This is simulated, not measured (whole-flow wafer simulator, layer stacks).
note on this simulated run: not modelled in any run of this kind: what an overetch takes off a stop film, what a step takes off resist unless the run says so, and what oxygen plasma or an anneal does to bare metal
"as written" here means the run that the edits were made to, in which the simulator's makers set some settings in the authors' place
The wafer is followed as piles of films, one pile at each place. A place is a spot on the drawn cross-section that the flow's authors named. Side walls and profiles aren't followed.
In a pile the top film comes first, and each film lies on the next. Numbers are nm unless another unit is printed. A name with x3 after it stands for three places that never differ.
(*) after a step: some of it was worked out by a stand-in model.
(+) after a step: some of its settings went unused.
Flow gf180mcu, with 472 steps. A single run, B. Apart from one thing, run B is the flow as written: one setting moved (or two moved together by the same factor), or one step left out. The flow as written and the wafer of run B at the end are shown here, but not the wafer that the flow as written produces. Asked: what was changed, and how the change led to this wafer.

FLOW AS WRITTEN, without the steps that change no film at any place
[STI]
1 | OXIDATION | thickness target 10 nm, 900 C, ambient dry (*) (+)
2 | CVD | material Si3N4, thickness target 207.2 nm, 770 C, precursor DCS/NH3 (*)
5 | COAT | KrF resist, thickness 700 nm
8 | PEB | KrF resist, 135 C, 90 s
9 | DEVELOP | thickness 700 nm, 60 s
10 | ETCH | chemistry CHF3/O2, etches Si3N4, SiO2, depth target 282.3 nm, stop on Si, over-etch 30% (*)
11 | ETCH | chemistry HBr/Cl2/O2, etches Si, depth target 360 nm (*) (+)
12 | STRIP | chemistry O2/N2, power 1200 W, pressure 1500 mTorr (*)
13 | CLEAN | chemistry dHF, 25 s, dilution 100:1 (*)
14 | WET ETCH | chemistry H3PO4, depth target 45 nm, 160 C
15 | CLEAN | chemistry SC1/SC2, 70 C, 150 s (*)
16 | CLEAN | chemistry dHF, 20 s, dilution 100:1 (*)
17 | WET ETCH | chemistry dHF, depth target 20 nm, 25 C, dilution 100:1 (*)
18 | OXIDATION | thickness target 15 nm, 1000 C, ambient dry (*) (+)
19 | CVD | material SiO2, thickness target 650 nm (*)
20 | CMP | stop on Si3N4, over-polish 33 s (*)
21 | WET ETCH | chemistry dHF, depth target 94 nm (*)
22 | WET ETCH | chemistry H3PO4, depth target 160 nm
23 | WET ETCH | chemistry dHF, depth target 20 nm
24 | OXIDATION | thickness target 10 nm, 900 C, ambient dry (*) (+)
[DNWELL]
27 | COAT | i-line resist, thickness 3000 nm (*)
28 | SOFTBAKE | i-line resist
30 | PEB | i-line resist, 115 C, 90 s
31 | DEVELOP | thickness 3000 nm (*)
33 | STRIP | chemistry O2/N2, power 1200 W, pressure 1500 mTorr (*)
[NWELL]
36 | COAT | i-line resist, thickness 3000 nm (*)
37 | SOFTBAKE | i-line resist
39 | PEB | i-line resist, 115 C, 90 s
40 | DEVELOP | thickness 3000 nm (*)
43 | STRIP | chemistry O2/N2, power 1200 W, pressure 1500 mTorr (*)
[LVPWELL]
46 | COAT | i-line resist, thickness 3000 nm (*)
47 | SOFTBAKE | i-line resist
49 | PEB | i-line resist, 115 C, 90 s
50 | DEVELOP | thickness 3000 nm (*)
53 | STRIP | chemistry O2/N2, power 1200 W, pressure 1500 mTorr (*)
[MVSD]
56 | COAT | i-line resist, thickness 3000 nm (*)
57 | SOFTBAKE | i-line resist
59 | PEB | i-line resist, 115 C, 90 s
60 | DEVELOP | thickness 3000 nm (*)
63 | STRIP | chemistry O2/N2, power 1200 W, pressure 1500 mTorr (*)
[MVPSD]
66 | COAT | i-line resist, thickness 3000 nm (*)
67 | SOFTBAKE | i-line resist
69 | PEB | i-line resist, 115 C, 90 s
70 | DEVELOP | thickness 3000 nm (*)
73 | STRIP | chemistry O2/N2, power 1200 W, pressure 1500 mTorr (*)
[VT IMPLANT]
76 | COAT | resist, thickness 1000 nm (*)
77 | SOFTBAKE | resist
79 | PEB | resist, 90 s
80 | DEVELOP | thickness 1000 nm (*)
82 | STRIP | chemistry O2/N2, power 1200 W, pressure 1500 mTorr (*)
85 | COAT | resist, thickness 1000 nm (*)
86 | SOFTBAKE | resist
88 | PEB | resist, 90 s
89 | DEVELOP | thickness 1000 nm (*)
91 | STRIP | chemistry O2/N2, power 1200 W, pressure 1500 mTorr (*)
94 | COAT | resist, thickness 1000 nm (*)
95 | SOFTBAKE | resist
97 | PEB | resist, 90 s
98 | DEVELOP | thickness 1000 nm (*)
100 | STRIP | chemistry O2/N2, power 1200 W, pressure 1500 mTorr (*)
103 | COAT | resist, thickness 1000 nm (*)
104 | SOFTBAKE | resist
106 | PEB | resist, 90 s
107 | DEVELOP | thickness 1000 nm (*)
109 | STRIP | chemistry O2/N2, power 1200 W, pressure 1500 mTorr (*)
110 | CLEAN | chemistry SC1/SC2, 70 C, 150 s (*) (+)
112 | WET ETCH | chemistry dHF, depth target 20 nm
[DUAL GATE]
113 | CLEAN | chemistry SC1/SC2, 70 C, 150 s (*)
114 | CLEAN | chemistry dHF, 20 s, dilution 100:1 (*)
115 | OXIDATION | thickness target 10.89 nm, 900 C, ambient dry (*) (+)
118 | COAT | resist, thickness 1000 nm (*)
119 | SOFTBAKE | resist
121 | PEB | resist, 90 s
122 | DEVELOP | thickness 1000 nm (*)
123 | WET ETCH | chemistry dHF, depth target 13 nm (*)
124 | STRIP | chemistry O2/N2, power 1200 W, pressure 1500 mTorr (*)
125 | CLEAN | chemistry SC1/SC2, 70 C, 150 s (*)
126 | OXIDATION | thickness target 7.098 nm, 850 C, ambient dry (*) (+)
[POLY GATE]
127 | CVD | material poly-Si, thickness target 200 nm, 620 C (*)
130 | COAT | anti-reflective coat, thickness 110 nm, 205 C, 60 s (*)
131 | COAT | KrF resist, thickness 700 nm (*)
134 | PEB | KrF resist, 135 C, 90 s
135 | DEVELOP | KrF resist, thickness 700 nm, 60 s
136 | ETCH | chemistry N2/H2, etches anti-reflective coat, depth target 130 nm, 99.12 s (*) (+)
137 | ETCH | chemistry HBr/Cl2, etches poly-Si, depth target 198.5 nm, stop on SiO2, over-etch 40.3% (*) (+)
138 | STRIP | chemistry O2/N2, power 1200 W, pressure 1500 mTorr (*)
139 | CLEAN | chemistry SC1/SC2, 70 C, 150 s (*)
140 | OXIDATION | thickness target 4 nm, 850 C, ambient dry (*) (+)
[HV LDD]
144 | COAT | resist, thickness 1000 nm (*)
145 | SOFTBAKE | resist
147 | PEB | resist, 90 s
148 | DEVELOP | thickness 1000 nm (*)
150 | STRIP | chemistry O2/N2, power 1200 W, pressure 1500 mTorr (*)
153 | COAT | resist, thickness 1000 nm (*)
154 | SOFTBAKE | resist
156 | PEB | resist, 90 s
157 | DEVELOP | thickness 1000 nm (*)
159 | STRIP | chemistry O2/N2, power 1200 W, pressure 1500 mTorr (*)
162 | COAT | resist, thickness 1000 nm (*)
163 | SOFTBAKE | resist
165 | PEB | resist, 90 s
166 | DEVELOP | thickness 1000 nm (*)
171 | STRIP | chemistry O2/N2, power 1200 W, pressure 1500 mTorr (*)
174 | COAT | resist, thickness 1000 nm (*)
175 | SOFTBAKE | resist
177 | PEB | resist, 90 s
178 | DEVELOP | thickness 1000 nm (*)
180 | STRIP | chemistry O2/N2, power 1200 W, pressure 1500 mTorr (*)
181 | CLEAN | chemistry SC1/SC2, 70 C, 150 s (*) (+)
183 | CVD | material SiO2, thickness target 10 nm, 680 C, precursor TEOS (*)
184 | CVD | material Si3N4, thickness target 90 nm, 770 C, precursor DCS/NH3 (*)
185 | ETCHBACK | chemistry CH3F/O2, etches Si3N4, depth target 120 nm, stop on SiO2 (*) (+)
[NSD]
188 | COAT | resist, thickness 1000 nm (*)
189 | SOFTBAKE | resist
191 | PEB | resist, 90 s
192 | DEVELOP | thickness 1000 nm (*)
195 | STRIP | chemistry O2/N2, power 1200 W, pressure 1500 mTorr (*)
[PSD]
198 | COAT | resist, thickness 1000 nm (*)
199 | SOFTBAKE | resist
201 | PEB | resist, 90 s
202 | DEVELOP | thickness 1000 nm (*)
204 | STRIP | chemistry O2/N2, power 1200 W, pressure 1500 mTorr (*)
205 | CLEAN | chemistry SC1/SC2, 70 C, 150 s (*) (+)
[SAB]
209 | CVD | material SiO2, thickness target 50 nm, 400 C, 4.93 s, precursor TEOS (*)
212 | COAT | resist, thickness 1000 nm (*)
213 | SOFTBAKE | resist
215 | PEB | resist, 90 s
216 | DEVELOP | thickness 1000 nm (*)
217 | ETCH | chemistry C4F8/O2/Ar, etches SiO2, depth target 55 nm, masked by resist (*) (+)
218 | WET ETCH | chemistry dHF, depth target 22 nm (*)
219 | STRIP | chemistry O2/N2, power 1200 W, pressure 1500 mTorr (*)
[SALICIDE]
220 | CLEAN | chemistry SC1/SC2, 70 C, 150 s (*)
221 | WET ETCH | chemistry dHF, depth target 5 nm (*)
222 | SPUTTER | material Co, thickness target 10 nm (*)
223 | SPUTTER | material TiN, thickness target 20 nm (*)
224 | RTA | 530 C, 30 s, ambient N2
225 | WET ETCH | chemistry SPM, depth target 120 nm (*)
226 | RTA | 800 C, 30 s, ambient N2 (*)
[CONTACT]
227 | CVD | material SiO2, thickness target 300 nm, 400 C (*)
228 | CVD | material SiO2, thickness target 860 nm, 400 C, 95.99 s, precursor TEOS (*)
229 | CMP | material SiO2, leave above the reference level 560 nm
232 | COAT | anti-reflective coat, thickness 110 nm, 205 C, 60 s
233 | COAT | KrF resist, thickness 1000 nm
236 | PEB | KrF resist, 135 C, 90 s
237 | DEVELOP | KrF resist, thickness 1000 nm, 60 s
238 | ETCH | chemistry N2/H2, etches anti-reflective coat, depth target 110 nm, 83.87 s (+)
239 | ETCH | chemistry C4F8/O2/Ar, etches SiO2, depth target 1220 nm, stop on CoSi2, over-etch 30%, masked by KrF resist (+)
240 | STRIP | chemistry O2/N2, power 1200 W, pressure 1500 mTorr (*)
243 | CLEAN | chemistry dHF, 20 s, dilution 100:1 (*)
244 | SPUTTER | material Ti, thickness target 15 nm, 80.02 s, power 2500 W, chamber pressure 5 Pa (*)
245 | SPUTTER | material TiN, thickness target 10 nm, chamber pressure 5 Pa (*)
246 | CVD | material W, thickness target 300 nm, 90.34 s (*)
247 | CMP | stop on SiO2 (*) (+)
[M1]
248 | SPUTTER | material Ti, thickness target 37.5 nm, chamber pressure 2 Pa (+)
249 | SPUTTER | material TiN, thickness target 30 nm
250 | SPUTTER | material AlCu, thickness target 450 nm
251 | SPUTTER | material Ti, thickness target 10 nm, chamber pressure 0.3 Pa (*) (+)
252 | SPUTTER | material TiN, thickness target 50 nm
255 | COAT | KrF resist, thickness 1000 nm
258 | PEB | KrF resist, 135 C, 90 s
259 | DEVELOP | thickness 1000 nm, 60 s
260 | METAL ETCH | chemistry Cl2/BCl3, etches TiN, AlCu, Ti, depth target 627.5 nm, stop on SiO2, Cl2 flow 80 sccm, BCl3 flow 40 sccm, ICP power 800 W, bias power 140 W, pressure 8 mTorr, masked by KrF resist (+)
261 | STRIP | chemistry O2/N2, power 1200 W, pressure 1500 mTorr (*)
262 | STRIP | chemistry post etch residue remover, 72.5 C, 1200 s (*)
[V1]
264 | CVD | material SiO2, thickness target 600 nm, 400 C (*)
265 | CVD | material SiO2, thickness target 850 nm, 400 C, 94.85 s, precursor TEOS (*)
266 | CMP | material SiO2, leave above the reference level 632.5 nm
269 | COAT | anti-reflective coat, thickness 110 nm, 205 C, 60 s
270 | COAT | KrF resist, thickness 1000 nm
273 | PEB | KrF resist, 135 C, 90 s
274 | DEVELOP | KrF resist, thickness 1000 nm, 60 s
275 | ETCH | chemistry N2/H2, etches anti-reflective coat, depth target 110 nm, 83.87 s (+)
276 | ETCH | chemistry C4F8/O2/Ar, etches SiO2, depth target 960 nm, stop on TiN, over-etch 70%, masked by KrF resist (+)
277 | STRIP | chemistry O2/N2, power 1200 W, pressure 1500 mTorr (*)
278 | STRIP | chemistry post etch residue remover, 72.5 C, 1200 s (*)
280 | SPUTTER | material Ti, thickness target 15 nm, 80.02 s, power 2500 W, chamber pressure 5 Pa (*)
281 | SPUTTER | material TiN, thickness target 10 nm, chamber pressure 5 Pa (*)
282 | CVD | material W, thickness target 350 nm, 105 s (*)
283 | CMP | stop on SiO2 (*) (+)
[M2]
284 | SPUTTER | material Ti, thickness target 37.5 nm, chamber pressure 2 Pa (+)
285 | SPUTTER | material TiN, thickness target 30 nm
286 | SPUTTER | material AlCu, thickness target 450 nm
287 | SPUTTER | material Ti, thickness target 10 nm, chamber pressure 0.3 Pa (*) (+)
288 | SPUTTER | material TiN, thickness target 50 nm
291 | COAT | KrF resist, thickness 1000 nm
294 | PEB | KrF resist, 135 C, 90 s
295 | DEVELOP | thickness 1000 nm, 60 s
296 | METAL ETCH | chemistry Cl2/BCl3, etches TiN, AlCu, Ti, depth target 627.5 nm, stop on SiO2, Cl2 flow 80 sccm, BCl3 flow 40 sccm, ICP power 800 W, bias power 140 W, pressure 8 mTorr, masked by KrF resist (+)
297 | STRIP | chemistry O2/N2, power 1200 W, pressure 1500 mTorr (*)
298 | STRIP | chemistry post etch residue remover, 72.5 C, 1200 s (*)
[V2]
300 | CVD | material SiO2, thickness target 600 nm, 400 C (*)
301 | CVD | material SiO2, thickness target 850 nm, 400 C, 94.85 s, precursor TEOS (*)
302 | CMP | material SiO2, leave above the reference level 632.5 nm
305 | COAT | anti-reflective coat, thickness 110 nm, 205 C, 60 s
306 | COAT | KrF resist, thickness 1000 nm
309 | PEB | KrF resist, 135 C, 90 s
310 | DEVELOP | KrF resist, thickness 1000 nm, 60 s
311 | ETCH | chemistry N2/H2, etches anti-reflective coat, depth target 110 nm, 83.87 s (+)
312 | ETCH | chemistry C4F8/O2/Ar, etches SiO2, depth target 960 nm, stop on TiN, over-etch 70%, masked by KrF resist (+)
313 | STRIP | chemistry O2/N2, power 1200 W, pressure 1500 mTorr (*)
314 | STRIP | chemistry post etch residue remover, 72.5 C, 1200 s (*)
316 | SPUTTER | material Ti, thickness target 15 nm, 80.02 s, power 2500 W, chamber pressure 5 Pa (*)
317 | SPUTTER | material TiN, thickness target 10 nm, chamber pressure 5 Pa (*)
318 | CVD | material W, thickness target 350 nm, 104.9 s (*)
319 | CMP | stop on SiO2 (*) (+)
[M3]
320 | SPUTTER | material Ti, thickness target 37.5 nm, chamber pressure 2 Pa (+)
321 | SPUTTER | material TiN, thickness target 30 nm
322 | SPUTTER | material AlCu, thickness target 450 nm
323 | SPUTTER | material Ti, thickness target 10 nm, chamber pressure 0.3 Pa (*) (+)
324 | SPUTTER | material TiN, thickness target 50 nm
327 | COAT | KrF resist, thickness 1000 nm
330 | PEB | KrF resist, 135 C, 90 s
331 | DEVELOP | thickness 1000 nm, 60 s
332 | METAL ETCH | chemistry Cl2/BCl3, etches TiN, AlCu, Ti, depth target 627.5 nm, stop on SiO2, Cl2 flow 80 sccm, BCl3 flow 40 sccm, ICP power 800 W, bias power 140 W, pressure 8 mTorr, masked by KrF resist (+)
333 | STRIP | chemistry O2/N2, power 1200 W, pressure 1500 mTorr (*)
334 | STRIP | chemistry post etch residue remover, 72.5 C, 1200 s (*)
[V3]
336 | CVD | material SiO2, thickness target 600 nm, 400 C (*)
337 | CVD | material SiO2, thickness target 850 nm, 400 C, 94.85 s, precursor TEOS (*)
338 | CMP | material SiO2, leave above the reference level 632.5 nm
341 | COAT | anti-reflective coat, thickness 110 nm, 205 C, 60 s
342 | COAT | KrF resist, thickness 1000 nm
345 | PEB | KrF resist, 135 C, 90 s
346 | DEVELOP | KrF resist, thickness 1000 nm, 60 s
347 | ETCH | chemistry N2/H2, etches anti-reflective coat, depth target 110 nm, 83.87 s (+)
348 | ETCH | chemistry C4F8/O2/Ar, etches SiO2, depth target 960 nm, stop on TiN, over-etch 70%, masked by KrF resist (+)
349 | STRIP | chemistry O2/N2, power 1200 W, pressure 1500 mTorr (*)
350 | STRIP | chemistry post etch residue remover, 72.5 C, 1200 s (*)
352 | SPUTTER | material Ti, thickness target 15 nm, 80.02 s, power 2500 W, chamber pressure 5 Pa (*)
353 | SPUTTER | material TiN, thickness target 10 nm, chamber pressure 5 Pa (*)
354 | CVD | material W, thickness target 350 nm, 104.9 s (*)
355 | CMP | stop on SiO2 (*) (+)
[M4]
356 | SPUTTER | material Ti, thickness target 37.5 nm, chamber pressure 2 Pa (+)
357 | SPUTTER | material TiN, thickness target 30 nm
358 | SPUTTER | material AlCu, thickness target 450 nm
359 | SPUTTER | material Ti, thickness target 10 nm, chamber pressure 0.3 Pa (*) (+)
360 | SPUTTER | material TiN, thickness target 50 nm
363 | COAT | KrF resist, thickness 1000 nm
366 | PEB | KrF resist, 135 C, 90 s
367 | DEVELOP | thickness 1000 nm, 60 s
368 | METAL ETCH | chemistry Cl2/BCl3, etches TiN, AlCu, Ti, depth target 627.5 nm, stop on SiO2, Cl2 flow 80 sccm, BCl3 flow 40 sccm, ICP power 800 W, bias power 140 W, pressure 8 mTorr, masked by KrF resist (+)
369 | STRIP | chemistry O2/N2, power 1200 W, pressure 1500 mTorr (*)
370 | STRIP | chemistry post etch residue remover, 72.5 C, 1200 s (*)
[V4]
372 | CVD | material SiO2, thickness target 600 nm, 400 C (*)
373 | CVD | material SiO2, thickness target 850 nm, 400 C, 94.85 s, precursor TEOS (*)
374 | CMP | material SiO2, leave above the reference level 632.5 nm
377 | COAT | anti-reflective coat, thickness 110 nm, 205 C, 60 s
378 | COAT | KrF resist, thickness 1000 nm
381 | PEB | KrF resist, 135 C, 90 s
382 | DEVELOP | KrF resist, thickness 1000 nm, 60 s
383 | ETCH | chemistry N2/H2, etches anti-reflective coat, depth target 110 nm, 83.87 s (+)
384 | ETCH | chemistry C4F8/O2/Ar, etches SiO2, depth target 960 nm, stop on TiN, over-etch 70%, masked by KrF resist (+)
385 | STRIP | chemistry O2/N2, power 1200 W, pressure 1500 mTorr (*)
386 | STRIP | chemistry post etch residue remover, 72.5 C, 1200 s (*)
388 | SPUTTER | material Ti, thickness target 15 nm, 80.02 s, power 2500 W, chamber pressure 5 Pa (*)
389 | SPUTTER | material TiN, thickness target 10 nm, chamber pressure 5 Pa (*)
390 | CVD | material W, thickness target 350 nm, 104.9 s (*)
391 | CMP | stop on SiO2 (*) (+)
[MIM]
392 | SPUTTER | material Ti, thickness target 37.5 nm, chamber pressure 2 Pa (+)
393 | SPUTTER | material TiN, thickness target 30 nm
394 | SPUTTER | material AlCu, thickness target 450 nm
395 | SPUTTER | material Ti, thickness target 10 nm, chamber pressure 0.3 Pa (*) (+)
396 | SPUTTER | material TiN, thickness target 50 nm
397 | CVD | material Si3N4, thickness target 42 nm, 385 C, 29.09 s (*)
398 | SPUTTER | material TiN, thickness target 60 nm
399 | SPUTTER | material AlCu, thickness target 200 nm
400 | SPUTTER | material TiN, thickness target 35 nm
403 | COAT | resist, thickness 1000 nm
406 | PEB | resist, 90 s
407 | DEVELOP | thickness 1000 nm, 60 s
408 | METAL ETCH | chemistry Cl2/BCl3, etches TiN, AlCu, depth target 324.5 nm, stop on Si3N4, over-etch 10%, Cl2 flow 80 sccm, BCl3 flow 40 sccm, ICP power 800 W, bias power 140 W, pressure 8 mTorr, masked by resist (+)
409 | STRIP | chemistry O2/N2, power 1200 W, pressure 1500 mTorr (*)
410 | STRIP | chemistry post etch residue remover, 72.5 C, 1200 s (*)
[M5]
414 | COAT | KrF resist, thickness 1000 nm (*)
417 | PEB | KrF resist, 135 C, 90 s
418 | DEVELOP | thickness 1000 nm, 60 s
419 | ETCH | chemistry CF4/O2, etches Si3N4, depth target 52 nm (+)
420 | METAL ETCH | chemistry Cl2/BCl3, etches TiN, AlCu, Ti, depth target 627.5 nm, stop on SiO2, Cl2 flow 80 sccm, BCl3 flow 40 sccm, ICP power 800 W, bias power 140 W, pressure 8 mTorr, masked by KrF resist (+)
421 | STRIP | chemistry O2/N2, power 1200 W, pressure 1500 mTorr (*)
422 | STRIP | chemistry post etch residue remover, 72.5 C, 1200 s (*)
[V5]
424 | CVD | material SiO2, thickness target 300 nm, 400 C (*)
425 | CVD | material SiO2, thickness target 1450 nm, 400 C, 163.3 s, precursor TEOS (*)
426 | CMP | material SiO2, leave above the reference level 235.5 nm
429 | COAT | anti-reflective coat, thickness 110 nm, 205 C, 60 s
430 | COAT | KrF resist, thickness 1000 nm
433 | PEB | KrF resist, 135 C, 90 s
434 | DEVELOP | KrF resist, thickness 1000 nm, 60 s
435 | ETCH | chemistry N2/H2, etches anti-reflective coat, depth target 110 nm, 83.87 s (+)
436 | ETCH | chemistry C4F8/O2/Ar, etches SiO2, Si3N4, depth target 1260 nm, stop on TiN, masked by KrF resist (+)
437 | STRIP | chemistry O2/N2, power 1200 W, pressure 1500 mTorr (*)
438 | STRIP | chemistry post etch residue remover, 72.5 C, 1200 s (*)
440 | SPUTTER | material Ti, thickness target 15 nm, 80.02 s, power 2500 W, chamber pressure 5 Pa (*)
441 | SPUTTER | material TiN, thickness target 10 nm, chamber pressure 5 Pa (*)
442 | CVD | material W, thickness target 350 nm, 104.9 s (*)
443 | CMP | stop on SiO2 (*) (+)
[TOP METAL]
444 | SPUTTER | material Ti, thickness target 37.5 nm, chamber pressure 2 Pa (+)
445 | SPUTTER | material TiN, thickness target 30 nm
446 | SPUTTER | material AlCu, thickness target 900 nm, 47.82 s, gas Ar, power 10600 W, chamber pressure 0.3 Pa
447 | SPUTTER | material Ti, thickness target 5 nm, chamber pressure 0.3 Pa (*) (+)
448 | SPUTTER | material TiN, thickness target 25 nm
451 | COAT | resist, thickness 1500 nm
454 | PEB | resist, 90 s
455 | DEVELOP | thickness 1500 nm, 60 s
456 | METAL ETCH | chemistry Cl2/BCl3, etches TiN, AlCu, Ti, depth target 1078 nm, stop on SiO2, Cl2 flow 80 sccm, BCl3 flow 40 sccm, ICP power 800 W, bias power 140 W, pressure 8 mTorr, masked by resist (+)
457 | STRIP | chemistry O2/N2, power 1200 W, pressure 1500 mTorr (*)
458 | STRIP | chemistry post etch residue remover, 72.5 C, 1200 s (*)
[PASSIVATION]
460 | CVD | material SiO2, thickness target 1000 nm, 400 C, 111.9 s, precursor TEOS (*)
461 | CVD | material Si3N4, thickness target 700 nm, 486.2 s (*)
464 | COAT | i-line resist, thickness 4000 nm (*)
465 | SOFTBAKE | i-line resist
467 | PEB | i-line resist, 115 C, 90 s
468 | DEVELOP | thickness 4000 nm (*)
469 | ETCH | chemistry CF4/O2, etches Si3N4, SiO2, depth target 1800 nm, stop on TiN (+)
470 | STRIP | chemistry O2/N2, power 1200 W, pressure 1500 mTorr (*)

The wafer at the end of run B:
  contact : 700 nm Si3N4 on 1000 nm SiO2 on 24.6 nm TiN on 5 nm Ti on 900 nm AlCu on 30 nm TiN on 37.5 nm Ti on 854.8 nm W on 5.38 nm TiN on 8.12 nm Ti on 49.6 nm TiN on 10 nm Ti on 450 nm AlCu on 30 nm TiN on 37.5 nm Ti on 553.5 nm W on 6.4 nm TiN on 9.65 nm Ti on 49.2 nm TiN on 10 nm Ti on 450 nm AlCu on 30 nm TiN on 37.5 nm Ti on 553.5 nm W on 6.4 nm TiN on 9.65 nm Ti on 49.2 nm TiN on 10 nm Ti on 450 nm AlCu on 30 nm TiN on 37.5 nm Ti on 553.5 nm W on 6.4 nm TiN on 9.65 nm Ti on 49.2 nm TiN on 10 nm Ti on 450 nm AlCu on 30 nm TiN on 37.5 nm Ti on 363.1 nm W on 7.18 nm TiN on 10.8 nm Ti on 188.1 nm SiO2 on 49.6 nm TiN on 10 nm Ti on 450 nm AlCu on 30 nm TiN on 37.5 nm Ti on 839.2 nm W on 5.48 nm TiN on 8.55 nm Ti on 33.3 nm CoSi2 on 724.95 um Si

The reason: step 276, ETCH: depth target 384 nm was run, though the flow has depth target 960 nm.

How this came from the change, step by step:
  276 | ETCH | chemistry C4F8/O2/Ar, etches SiO2, depth target 960 nm, stop on TiN, over-etch 70%, masked by KrF resist (+)
      contact: -384 SiO2 (in the flow as written it would be: -572.1 SiO2 (all of it))
      field, field__w1, field__w2 and 107 more: -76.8 KrF resist (in the flow as written it would be: -192 KrF resist)
  277 | STRIP | chemistry O2/N2, power 1200 W, pressure 1500 mTorr (*)
      field, field__w1, field__w2 and 107 more: -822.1 KrF resist (all of it), -110 anti-reflective coat (all of it) (in the flow as written it would be: -706.9 KrF resist (all of it), -110 anti-reflective coat (all of it))
  280 | SPUTTER | material Ti, thickness target 15 nm, 80.02 s, power 2500 W, chamber pressure 5 Pa (*)
      contact: +10.8 Ti (new film) (in the flow as written it would be: +9.65 Ti (new film))
  281 | SPUTTER | material TiN, thickness target 10 nm, chamber pressure 5 Pa (*)
      contact: +7.18 TiN (new film) (in the flow as written it would be: +6.4 TiN (new film))
  282 | CVD | material W, thickness target 350 nm, 105 s (*)
      contact: +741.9 W (new film) (in the flow as written it would be: +932.3 W (new film))
If metal films that touch count as one body, contact has 2 bodies (between them, from the top down: SiO2 188.1); the flow as written gives 1 body.
